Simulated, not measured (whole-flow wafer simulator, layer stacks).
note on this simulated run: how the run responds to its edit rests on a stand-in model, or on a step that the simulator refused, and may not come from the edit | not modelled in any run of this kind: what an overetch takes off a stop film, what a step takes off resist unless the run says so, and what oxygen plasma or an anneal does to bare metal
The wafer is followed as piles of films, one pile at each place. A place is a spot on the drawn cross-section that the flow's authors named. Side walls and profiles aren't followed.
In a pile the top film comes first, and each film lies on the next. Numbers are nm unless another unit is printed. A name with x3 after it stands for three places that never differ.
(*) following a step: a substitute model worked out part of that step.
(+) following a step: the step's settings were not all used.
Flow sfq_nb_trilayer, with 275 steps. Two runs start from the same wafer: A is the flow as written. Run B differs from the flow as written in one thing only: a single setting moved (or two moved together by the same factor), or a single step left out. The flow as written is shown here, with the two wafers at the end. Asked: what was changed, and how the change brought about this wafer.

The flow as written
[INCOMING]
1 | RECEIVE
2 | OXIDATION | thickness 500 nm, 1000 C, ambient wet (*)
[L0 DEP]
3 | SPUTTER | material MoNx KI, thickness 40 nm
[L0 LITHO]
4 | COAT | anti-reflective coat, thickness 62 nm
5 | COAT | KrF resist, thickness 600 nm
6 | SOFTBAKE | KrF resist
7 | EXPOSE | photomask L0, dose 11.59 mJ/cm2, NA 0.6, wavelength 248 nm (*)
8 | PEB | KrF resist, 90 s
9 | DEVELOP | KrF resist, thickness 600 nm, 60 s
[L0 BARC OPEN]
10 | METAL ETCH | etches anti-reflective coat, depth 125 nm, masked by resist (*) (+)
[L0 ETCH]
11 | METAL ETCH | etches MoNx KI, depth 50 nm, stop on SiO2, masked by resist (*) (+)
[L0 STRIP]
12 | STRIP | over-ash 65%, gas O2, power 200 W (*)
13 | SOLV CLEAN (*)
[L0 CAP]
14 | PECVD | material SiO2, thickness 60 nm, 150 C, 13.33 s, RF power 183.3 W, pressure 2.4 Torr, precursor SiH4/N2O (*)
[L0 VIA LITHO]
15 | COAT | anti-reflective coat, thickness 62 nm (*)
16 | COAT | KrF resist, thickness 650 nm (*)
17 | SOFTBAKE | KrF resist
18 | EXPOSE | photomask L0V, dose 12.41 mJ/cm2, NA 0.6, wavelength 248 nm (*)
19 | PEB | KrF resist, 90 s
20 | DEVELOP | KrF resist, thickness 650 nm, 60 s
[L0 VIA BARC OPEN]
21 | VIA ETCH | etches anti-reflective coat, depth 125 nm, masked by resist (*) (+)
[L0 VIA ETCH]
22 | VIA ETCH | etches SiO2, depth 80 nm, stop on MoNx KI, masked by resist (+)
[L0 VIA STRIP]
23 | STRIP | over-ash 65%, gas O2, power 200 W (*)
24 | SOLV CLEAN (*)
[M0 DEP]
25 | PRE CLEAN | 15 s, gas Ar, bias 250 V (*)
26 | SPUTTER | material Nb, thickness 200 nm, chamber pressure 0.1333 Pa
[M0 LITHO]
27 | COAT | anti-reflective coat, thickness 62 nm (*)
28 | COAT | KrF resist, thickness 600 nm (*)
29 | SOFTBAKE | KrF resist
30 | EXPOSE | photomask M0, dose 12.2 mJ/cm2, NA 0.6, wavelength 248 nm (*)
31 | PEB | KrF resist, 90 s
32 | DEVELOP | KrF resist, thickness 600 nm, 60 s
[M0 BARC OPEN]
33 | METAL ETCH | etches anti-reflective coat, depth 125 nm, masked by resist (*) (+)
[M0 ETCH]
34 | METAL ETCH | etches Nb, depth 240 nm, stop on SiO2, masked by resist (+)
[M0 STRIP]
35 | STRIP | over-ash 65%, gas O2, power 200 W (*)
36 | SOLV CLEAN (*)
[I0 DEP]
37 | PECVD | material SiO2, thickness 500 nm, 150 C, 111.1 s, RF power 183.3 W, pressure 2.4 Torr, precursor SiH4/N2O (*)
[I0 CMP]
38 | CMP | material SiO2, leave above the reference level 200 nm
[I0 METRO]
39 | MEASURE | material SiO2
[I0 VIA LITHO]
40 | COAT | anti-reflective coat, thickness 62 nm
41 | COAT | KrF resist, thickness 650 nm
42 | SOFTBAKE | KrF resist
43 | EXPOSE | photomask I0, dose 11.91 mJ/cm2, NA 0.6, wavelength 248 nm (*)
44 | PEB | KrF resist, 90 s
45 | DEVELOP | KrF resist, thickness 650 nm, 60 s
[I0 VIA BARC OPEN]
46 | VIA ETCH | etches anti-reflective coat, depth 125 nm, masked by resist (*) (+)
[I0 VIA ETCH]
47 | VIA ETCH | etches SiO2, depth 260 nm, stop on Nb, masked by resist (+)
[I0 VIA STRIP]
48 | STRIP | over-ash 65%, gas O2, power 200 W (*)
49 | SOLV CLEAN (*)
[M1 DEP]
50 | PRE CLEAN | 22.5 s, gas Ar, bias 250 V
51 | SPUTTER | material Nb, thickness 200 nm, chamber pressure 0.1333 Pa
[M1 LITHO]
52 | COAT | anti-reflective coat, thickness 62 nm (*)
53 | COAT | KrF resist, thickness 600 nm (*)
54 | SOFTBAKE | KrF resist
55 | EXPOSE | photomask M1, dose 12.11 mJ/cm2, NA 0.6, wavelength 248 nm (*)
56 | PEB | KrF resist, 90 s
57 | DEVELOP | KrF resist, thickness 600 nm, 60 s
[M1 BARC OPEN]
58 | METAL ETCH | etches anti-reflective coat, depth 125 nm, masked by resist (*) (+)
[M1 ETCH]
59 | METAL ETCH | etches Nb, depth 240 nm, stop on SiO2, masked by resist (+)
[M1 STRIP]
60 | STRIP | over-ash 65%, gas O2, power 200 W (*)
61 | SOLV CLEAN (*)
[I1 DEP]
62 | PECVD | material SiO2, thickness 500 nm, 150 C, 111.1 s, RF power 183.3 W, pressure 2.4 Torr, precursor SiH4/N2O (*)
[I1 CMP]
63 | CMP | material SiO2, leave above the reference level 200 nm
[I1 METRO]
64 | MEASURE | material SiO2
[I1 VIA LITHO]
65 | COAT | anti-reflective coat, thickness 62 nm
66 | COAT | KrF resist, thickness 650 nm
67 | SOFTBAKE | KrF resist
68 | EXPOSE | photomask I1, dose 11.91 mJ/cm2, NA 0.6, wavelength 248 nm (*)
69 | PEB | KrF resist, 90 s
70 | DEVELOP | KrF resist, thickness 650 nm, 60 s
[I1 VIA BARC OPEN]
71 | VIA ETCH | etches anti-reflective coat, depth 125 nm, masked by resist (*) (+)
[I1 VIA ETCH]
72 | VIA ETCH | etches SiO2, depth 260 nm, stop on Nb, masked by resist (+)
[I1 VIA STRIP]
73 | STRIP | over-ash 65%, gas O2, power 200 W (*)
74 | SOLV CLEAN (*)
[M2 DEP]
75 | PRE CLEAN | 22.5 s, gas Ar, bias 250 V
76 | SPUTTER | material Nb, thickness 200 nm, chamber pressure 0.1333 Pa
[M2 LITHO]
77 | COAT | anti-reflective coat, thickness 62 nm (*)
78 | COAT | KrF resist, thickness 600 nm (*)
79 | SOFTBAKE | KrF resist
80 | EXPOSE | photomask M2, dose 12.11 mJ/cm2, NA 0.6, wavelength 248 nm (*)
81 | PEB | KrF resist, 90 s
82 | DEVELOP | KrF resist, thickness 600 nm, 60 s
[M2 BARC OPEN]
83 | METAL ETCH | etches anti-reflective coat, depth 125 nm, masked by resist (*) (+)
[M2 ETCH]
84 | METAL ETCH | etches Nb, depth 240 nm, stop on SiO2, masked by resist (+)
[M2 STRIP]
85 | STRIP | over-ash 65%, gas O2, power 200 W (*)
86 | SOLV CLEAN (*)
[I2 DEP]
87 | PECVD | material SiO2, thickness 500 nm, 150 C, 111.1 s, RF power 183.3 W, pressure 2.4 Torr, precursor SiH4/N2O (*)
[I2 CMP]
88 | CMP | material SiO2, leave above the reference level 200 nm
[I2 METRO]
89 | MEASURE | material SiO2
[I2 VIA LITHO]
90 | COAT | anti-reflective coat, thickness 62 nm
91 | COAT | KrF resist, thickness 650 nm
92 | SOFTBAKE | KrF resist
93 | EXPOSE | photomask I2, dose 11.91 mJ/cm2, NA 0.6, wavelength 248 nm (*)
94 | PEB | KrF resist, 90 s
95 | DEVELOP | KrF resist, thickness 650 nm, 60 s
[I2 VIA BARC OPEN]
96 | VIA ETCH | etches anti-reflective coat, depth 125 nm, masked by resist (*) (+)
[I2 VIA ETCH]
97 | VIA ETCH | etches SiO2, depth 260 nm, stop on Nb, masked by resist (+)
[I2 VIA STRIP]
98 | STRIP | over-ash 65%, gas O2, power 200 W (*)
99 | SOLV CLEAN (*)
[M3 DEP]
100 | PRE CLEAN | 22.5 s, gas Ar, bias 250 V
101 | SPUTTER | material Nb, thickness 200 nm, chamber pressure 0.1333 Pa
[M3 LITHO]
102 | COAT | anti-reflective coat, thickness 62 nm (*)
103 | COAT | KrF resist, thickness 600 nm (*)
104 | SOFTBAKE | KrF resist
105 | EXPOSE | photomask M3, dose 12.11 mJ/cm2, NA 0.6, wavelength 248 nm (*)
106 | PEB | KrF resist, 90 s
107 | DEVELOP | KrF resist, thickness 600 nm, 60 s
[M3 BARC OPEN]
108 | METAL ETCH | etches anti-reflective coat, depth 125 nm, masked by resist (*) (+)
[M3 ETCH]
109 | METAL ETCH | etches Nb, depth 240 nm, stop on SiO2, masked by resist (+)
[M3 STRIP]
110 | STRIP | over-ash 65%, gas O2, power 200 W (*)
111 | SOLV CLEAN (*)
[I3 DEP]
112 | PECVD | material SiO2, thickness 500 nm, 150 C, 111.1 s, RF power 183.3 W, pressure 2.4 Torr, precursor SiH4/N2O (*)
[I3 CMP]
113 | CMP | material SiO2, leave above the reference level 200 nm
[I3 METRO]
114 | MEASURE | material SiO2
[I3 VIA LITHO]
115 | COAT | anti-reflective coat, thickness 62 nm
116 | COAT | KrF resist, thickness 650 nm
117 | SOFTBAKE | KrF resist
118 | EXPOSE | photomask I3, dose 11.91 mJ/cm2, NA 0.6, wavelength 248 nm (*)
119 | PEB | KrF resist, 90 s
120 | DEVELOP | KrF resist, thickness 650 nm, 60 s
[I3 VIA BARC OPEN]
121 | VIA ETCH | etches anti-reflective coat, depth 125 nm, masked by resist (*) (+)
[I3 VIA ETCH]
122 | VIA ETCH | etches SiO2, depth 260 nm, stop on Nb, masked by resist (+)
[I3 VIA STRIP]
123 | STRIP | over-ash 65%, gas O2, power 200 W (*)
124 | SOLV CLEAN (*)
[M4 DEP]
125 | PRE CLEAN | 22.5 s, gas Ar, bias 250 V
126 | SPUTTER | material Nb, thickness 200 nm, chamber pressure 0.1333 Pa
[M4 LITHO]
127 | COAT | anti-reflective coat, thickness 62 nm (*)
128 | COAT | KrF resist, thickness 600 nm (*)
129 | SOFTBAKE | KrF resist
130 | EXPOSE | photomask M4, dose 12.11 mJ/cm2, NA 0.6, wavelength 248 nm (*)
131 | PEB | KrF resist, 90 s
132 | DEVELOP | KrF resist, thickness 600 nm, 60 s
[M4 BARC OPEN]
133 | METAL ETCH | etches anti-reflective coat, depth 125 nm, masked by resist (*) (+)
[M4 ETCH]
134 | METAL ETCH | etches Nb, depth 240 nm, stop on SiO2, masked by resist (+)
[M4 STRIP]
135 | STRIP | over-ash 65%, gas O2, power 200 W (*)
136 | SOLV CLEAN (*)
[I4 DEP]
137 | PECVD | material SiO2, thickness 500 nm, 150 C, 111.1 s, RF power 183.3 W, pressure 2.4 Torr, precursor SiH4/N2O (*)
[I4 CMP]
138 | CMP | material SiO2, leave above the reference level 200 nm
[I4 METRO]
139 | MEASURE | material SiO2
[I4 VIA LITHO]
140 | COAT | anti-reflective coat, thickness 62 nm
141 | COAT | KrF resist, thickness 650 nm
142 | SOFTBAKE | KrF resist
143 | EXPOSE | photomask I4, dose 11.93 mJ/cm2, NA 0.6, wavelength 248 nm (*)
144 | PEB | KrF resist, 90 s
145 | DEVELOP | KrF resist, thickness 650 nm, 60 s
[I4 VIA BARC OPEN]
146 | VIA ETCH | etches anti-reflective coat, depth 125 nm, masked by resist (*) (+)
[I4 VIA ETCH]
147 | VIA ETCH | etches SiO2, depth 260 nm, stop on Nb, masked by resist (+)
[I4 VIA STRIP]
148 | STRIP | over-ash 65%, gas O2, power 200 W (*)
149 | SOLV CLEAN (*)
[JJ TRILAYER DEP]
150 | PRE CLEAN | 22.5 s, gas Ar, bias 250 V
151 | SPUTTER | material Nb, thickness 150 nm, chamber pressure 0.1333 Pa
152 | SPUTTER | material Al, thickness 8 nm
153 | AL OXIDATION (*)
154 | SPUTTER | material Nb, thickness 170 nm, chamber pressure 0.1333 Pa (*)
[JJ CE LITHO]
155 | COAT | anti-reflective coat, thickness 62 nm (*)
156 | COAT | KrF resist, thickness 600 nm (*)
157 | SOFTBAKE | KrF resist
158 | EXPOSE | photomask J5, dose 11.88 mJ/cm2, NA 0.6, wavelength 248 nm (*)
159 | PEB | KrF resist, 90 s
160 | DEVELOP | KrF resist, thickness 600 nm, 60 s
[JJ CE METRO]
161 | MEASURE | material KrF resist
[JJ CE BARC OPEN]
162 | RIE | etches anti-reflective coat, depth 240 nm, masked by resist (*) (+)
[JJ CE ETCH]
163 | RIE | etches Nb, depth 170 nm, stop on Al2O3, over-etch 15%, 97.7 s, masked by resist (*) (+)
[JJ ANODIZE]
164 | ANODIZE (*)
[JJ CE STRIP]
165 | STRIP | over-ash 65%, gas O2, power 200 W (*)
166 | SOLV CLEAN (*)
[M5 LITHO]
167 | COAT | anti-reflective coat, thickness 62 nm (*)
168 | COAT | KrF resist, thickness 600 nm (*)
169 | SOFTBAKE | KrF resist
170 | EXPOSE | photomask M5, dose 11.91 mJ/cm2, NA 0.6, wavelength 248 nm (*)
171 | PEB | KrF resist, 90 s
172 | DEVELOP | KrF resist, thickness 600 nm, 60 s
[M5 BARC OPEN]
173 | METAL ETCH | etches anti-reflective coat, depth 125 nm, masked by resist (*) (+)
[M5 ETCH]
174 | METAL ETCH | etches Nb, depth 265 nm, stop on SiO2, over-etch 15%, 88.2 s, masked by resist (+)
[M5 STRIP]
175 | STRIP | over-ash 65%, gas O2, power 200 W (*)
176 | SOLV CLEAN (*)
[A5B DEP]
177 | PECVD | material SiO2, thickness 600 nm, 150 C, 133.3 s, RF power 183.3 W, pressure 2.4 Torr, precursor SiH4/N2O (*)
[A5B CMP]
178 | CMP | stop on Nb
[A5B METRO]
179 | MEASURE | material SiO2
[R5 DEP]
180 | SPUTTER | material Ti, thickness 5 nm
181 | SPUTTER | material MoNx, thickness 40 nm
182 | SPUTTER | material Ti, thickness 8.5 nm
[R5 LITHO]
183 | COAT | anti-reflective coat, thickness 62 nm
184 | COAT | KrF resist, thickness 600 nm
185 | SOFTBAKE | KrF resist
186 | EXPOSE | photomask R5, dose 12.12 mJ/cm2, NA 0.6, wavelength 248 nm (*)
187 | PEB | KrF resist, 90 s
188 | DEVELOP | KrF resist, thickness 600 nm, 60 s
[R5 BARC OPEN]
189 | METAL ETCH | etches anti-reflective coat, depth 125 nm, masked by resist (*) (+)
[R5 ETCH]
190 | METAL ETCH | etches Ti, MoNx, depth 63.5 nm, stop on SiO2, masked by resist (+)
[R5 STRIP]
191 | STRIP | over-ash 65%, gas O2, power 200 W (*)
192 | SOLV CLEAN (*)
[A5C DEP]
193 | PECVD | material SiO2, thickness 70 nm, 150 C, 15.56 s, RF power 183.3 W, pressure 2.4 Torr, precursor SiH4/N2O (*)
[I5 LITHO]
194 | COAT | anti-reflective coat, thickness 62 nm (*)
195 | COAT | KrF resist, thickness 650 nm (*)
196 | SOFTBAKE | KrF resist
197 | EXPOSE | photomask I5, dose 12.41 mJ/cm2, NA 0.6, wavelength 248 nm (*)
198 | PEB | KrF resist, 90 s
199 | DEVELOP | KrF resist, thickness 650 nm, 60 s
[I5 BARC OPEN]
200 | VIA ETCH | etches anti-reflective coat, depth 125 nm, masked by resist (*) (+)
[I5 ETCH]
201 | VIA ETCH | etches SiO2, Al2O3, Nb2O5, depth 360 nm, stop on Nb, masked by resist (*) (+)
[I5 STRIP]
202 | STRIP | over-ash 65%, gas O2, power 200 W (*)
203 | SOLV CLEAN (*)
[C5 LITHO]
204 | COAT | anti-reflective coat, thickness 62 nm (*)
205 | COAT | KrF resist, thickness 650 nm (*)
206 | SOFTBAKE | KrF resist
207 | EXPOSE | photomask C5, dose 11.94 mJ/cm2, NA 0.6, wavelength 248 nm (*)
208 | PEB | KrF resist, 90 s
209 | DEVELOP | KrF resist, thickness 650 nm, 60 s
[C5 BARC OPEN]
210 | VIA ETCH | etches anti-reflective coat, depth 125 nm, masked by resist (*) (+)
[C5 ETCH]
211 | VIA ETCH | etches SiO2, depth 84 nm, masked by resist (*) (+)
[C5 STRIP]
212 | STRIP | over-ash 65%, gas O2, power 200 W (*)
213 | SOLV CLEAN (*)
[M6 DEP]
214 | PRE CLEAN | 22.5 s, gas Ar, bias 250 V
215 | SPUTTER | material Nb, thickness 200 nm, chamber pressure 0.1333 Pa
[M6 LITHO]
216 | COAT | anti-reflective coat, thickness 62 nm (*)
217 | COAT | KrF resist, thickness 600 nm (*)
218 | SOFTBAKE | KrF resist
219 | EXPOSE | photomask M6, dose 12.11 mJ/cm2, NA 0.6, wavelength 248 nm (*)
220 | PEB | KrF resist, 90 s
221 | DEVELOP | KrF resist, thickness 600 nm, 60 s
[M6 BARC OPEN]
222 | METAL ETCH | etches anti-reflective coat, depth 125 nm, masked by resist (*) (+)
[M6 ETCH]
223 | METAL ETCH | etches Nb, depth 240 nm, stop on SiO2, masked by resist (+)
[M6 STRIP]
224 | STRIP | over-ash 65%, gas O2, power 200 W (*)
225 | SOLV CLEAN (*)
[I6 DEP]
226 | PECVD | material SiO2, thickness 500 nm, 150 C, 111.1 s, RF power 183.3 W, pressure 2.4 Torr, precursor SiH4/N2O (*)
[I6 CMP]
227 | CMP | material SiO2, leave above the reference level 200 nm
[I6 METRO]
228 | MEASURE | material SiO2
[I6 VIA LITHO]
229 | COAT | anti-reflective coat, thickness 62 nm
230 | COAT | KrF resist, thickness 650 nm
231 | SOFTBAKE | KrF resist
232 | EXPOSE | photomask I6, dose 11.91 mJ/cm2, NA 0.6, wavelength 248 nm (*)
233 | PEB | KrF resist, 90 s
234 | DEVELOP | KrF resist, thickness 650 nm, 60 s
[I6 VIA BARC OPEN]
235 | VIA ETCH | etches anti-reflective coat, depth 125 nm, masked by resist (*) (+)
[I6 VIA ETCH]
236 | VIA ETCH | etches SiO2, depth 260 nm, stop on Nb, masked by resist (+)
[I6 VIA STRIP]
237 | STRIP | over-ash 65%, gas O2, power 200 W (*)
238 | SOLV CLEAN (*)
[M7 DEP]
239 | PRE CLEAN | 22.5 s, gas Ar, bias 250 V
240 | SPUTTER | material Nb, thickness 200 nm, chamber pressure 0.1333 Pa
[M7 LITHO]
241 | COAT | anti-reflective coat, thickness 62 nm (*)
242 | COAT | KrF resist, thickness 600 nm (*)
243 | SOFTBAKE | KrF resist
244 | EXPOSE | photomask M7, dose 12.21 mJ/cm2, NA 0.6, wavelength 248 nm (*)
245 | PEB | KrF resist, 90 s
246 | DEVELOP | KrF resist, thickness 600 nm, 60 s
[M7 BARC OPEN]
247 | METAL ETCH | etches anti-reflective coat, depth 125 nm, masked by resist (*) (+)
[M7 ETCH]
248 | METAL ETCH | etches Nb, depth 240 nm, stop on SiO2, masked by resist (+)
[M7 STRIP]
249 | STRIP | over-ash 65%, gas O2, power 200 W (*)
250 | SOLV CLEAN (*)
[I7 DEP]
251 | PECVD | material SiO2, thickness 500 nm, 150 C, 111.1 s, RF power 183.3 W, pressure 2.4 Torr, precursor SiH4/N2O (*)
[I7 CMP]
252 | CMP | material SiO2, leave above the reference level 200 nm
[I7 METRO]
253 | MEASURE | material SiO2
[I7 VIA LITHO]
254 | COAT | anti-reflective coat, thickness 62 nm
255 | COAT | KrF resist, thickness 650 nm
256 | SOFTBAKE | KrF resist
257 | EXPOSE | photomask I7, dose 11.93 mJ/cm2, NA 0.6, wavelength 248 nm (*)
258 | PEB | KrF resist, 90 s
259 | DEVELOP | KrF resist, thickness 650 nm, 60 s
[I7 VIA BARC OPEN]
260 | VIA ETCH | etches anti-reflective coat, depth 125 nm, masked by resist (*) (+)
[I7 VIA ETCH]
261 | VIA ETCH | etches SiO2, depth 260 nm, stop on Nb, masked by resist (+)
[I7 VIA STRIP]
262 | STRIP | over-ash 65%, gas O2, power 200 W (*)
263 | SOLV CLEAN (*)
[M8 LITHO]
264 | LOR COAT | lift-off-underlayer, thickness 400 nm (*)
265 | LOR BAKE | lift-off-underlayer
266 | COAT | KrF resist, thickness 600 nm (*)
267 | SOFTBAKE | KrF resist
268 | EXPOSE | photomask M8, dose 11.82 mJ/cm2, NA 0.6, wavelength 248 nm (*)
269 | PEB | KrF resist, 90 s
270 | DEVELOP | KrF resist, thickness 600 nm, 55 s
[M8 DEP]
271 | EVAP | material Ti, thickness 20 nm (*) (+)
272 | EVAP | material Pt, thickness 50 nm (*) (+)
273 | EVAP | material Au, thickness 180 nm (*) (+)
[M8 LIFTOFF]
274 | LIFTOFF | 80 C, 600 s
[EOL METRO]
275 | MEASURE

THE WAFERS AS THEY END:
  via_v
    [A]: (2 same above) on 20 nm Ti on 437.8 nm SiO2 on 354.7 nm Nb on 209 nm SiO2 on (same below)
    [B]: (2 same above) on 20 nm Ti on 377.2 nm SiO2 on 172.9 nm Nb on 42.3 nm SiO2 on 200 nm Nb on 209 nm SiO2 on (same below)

The reason: step 236, VIA ETCH: depth 150 nm was run, whereas the flow has depth 260 nm.

How this came from the change, step by step:
  236 | VIA ETCH | etches SiO2, depth 260 nm, stop on Nb, masked by resist (+)
      via_v: A -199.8 SiO2 (all of it) | B -150 SiO2
      field_l, v_sur, via_wl and 102 more: A -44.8 KrF resist | B -25.9 KrF resist
  237 | STRIP | over-ash 65%, gas O2, power 200 W (*)
      field_l, v_sur, via_wl and 102 more: A -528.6 KrF resist (all of it), -62 anti-reflective coat (all of it) | B -547.6 KrF resist (all of it), -62 anti-reflective coat (all of it)
  239 | PRE CLEAN | 22.5 s, gas Ar, bias 250 V
      via_v: A -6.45 Nb | B -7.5 SiO2
  240 | SPUTTER | material Nb, thickness 200 nm, chamber pressure 0.1333 Pa
      via_v: A +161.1 Nb | B +172.9 Nb (new film)
  241 | COAT | anti-reflective coat, thickness 62 nm (*)
      via_v: A +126 anti-reflective coat (new film) | B +113.8 anti-reflective coat (new film)
  242 | COAT | KrF resist, thickness 600 nm (*)
      via_v: A +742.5 KrF resist (new film) | B +702 KrF resist (new film)
  249 | STRIP | over-ash 65%, gas O2, power 200 W (*)
      via_v: A -524.5 KrF resist (all of it), -126 anti-reflective coat (all of it) | B -484.2 KrF resist (all of it), -113.8 anti-reflective coat (all of it)
  251 | PECVD | material SiO2, thickness 500 nm, 150 C, 111.1 s, RF power 183.3 W, pressure 2.4 Torr, precursor SiH4/N2O (*)
      via_v: A +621 SiO2 (new film) | B +534.3 SiO2 (new film)
  252 | CMP | material SiO2, leave above the reference level 200 nm
      via_v: A -183.1 SiO2 | B -157.1 SiO2
If metal films that touch count as one body, via_v has 7 bodies (between them, from the top down: SiO2 377.2; SiO2 42.3; SiO2 209 / Al2O3 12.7 / Nb2O5 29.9; SiO2 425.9; SiO2 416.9; SiO2 192.5); the flow as written gives 6 bodies (between them, from the top down: SiO2 437.8; SiO2 209 / Al2O3 12.7 / Nb2O5 29.9; SiO2 425.9; SiO2 416.9; SiO2 192.5).
